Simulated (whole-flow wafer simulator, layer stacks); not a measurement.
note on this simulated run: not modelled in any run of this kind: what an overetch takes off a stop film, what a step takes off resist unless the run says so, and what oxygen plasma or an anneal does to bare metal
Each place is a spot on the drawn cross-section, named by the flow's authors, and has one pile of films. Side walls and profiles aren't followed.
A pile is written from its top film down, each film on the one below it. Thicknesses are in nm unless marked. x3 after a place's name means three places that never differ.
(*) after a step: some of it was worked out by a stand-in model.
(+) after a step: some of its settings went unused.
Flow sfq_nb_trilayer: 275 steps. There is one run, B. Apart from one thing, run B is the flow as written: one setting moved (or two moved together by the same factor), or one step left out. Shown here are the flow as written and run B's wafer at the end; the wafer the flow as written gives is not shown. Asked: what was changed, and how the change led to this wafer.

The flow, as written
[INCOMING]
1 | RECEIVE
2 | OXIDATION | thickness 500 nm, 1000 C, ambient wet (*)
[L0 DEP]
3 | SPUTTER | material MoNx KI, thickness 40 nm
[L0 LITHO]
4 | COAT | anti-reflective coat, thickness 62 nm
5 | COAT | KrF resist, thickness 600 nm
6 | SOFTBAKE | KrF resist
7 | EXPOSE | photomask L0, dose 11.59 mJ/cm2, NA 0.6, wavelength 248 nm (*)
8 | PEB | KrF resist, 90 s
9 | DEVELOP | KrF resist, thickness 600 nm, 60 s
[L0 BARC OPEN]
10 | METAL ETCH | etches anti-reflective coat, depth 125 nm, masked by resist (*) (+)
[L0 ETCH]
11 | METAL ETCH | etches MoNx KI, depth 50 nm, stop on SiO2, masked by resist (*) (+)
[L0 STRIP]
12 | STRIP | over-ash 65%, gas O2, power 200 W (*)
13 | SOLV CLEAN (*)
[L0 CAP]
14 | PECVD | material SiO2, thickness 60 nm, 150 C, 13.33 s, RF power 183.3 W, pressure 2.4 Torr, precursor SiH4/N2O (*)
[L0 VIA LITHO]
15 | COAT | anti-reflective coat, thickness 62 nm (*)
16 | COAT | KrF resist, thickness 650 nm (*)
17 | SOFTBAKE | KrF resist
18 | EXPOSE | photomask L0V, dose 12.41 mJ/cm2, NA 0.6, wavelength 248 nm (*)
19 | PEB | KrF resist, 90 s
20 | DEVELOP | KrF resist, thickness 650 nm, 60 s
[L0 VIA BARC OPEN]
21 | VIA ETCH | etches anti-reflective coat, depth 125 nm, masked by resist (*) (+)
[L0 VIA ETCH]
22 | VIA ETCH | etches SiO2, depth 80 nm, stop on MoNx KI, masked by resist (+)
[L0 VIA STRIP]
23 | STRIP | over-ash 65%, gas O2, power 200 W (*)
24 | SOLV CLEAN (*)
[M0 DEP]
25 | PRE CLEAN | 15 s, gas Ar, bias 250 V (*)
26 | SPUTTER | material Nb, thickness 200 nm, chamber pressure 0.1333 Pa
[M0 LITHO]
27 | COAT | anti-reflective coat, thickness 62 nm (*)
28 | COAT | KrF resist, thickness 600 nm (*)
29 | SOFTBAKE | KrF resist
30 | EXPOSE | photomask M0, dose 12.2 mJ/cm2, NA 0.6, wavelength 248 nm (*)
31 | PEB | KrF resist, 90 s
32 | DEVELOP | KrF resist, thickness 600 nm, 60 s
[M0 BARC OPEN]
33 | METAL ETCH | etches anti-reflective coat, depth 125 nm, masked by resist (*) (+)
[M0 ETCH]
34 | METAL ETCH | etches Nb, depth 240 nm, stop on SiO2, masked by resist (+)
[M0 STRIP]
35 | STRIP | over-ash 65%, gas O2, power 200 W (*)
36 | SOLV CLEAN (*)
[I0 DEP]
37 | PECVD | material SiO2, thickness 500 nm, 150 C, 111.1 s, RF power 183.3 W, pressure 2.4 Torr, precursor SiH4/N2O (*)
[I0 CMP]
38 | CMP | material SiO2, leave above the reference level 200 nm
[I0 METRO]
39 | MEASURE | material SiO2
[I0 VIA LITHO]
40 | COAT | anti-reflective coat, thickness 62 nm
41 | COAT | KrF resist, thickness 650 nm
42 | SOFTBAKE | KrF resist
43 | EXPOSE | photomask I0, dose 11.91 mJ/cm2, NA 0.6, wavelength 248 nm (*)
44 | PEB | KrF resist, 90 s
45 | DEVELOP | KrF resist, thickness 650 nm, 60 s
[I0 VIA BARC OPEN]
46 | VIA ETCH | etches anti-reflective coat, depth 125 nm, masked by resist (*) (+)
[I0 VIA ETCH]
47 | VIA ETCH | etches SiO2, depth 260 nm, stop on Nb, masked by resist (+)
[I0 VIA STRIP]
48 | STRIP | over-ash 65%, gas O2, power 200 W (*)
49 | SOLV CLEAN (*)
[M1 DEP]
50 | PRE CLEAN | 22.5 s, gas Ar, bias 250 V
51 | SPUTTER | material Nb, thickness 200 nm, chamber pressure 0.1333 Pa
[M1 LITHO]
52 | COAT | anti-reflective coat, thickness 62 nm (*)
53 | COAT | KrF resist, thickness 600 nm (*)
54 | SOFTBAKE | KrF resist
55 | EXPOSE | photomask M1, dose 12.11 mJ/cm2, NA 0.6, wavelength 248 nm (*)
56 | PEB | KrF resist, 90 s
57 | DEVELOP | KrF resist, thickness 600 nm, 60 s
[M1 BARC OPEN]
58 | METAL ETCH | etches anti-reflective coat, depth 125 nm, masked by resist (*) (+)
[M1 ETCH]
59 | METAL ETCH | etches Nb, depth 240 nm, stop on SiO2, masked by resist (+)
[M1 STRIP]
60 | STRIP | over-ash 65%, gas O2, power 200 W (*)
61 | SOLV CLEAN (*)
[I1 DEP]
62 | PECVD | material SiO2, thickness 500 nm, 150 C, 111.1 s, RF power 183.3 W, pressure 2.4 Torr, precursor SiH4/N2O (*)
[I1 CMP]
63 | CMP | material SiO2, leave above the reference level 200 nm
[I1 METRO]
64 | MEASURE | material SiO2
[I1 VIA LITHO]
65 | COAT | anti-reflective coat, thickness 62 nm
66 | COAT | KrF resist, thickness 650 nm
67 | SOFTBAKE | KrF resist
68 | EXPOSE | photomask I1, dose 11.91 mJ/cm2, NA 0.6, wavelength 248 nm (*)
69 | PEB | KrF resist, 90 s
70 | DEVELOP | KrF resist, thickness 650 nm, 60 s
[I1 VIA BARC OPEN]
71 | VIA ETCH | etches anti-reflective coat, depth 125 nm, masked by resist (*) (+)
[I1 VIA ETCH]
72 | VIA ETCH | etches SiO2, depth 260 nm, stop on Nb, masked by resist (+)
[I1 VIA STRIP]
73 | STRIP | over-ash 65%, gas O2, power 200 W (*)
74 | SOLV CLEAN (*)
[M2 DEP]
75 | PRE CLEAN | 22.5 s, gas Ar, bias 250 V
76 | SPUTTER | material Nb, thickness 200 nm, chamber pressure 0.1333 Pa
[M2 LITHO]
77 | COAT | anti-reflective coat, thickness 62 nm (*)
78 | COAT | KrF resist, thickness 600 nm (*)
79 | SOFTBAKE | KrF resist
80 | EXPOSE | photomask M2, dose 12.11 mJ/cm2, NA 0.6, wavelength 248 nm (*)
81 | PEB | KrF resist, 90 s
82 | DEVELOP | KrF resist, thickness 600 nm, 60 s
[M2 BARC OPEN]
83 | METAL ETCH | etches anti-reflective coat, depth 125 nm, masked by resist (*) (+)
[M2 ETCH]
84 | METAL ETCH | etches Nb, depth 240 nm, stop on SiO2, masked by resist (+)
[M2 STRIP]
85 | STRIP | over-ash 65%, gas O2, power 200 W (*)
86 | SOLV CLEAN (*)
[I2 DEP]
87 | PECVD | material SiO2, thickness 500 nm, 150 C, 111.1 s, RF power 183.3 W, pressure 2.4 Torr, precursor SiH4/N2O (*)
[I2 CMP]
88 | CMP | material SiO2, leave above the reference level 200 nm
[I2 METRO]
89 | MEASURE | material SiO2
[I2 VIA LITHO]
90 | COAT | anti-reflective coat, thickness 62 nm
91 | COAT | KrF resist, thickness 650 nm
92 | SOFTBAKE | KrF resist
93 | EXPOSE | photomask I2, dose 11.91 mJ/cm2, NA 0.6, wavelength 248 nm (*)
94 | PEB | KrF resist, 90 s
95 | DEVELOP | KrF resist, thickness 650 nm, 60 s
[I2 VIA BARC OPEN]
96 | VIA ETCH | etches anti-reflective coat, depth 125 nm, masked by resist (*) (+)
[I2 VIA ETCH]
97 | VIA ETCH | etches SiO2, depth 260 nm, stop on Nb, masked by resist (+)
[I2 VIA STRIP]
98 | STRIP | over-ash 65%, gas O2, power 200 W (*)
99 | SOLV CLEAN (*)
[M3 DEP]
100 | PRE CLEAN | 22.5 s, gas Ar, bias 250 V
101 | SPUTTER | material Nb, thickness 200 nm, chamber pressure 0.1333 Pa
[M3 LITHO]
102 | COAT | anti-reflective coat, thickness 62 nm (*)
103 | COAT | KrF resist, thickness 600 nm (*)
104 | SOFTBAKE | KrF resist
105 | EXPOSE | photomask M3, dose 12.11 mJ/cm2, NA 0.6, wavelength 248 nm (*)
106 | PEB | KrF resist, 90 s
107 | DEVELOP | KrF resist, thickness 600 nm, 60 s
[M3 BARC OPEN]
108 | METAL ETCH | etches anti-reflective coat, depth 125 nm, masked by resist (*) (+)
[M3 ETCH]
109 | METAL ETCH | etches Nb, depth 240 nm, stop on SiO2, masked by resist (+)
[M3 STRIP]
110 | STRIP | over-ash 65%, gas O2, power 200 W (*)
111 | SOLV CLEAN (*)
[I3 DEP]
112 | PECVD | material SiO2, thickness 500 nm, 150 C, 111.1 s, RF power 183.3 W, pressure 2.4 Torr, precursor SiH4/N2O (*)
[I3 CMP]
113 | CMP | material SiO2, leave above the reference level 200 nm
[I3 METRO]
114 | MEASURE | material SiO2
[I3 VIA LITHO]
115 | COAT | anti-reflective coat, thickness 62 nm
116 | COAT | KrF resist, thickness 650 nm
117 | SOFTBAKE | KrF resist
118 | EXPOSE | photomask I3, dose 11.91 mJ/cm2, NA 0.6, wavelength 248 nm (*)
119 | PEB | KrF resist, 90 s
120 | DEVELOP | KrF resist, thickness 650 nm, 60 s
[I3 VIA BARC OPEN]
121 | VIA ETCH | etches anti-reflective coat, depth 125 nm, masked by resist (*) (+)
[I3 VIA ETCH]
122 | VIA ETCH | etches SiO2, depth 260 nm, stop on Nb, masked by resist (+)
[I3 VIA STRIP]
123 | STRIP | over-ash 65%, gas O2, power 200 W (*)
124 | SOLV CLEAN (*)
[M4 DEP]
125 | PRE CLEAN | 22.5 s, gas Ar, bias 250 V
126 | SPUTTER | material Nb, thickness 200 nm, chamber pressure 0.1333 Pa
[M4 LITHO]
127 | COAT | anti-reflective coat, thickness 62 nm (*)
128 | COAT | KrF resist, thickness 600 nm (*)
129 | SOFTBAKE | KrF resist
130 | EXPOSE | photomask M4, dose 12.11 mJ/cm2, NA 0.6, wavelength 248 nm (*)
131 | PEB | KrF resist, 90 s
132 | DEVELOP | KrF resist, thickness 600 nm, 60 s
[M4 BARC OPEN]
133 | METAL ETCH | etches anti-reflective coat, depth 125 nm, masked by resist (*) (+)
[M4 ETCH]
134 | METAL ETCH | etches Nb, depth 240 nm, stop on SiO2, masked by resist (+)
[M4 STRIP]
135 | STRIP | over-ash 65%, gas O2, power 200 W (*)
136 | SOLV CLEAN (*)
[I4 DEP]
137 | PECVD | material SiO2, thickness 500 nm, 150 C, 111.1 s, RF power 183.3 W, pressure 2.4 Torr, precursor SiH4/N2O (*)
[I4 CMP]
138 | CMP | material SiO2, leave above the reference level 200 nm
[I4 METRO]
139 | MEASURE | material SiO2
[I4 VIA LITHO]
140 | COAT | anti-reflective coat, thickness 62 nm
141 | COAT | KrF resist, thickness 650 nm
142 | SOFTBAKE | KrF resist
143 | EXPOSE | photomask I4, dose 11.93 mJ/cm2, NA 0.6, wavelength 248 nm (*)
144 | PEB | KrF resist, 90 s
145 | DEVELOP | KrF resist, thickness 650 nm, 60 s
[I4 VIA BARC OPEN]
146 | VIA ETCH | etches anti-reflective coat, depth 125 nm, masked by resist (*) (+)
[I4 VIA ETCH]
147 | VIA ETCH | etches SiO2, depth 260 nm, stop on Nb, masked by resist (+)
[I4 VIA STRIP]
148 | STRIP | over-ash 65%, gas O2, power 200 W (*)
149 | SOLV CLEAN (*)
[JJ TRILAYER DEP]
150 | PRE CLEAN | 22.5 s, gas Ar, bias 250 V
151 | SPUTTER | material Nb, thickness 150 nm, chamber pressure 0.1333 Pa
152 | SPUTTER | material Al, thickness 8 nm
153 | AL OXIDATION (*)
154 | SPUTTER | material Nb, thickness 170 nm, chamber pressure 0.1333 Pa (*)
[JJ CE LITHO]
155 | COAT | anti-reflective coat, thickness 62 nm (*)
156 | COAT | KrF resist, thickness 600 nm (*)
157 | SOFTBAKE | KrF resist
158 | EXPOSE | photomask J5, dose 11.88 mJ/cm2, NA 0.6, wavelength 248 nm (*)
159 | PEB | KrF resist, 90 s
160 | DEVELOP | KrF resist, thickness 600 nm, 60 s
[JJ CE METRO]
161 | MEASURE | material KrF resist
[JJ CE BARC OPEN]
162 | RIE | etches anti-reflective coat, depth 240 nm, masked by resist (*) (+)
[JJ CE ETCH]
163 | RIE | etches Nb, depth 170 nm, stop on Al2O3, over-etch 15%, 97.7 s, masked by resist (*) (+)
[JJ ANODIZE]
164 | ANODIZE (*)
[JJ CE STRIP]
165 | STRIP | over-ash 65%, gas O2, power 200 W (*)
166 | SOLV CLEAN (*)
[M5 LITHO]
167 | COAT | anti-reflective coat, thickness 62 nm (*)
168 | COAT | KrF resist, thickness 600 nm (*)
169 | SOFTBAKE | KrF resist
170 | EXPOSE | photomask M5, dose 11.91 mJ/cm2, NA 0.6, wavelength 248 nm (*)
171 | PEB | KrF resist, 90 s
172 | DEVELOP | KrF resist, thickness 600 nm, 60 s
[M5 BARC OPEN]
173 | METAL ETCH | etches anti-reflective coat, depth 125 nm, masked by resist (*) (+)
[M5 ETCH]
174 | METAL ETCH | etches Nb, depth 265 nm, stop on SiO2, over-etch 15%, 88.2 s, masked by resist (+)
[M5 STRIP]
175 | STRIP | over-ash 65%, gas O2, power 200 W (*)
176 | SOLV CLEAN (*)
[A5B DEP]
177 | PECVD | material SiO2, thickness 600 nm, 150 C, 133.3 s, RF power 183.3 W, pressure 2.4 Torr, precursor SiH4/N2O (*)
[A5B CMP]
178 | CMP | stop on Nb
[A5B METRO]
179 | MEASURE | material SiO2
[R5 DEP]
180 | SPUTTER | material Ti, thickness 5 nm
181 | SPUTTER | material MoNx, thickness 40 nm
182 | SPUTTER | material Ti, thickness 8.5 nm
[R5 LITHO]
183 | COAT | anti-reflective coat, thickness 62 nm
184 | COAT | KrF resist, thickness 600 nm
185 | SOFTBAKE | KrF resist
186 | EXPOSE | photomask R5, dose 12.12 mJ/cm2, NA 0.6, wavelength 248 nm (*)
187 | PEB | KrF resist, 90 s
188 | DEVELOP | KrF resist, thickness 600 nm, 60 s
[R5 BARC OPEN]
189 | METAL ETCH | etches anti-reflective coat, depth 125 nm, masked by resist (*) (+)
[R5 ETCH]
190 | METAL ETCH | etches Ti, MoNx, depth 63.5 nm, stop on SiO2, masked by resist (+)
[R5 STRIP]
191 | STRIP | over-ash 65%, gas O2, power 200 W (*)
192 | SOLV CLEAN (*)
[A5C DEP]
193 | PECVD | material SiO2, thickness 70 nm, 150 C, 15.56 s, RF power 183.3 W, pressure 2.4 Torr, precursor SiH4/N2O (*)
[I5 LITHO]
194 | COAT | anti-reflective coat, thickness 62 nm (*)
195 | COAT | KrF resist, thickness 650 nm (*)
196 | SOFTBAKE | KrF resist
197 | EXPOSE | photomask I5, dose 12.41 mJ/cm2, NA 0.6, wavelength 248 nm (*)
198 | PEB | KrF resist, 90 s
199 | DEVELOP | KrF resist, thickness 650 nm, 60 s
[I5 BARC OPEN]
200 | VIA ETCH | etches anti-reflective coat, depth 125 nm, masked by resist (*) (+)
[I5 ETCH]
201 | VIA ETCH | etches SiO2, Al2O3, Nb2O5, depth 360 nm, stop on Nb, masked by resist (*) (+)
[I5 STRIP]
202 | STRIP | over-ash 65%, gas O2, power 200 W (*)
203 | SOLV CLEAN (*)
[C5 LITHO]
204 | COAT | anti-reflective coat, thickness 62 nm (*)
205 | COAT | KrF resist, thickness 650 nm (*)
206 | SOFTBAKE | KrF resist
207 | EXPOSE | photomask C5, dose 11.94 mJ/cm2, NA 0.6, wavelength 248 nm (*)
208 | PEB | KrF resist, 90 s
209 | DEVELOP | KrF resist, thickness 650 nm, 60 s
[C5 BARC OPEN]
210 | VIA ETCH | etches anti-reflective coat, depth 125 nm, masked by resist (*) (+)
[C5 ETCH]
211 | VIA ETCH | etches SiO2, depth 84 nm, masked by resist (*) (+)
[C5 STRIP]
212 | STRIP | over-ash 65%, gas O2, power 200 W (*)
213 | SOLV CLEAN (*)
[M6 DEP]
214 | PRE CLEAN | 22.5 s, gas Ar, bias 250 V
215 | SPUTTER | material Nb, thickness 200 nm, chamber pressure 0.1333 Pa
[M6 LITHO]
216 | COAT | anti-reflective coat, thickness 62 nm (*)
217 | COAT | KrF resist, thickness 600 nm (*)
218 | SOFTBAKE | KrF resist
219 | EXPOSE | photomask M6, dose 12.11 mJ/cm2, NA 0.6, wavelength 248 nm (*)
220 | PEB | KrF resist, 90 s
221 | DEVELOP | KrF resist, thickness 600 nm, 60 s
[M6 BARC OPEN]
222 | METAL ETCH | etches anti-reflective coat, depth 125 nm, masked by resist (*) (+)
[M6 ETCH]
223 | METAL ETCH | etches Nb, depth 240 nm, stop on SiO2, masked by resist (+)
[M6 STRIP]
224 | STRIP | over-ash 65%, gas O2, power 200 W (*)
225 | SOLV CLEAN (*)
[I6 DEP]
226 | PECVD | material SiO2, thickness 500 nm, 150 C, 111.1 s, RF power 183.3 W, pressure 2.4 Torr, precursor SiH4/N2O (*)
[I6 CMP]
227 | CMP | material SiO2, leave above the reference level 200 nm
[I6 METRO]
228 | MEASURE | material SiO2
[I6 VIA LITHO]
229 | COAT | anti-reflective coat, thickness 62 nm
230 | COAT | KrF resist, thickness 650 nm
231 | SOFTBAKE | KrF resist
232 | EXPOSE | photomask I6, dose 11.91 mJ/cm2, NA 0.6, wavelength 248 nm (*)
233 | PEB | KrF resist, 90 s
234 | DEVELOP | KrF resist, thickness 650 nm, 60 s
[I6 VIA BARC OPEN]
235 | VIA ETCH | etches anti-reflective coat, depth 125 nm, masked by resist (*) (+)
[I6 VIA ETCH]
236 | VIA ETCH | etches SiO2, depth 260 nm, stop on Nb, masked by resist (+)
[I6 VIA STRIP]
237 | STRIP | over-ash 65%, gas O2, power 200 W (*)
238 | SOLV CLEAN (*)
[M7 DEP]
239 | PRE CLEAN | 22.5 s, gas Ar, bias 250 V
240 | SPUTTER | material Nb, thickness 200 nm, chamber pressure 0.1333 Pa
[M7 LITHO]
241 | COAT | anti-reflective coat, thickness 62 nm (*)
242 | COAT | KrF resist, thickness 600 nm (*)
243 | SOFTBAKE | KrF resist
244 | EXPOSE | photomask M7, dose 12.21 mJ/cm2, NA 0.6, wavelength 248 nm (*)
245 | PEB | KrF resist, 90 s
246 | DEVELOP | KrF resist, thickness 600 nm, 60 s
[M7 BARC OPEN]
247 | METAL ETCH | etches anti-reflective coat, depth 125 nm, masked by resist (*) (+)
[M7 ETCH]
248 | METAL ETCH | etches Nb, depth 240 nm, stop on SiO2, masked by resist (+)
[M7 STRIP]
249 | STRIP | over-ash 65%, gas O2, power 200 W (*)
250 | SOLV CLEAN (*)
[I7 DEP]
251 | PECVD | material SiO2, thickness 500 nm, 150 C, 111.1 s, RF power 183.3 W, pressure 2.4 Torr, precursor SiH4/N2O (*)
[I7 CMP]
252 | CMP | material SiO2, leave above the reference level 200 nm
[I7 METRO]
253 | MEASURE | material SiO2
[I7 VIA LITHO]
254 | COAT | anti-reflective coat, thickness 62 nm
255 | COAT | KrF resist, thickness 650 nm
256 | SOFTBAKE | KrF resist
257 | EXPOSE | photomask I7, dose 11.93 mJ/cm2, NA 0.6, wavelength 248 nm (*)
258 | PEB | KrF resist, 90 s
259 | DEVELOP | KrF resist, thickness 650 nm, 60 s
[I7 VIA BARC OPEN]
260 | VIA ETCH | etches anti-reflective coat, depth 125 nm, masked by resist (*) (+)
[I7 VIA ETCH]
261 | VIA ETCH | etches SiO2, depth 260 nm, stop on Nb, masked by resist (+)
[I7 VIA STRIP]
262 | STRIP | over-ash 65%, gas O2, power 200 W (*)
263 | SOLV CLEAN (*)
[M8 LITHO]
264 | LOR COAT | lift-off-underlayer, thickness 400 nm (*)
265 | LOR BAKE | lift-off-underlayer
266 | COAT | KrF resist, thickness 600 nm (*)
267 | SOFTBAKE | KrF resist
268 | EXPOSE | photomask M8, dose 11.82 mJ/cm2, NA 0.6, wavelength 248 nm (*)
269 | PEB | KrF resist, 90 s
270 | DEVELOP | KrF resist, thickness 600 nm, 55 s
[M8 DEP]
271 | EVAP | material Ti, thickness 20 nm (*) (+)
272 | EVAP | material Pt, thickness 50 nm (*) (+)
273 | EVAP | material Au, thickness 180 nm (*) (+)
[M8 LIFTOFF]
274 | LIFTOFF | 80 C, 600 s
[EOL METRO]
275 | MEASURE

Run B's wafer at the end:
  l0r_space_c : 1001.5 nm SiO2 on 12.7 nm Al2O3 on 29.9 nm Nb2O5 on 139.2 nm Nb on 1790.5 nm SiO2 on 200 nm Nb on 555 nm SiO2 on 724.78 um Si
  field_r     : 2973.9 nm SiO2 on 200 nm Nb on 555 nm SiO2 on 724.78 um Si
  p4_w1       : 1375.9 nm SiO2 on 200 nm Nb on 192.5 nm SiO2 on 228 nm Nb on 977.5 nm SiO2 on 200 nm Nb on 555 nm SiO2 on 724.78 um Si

What caused this: step 101, SPUTTER: thickness 228 nm was run, though the flow has thickness 200 nm.
The wafer itself shows it: p4_w1 has Nb 228, and step 101 as written asks for 200 nm.

How this came from the change, step by step:
  101 | SPUTTER | material Nb, thickness 200 nm, chamber pressure 0.1333 Pa
      field_l, v_sur, via_wl and 102 more: +228 Nb (new film) (it would be, as written: +200 Nb (new film))
      via_w: +189 Nb (it would be, as written: +165.5 Nb)
  102 | COAT | anti-reflective coat, thickness 62 nm (*)
      via_wr: +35 anti-reflective coat (new film) (it would be, as written: +34.2 anti-reflective coat (new film))
  109 | METAL ETCH | etches Nb, depth 240 nm, stop on SiO2, masked by resist (+)
      field_l, be, be_sur and 72 more: -228 Nb (all of it) (it would be, as written: -200 Nb (all of it))
  110 | STRIP | over-ash 65%, gas O2, power 200 W (*)
      via_wr: -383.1 KrF resist (all of it), -35 anti-reflective coat (all of it) (it would be, as written: -384.2 KrF resist (all of it), -34.2 anti-reflective coat (all of it))
  112 | PECVD | material SiO2, thickness 500 nm, 150 C, 111.1 s, RF power 183.3 W, pressure 2.4 Torr, precursor SiH4/N2O (*)
      p4_g1, p4_g2, p3_s0, p3_s1, p3_s2, p3_s3, p3_s4, p3_s5: +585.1 SiO2 (it would be, as written: +557.1 SiO2)
  113 | CMP | material SiO2, leave above the reference level 200 nm
      field_l, be, be_sur and 64 more: -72 SiO2 (it would be, as written: -100 SiO2)
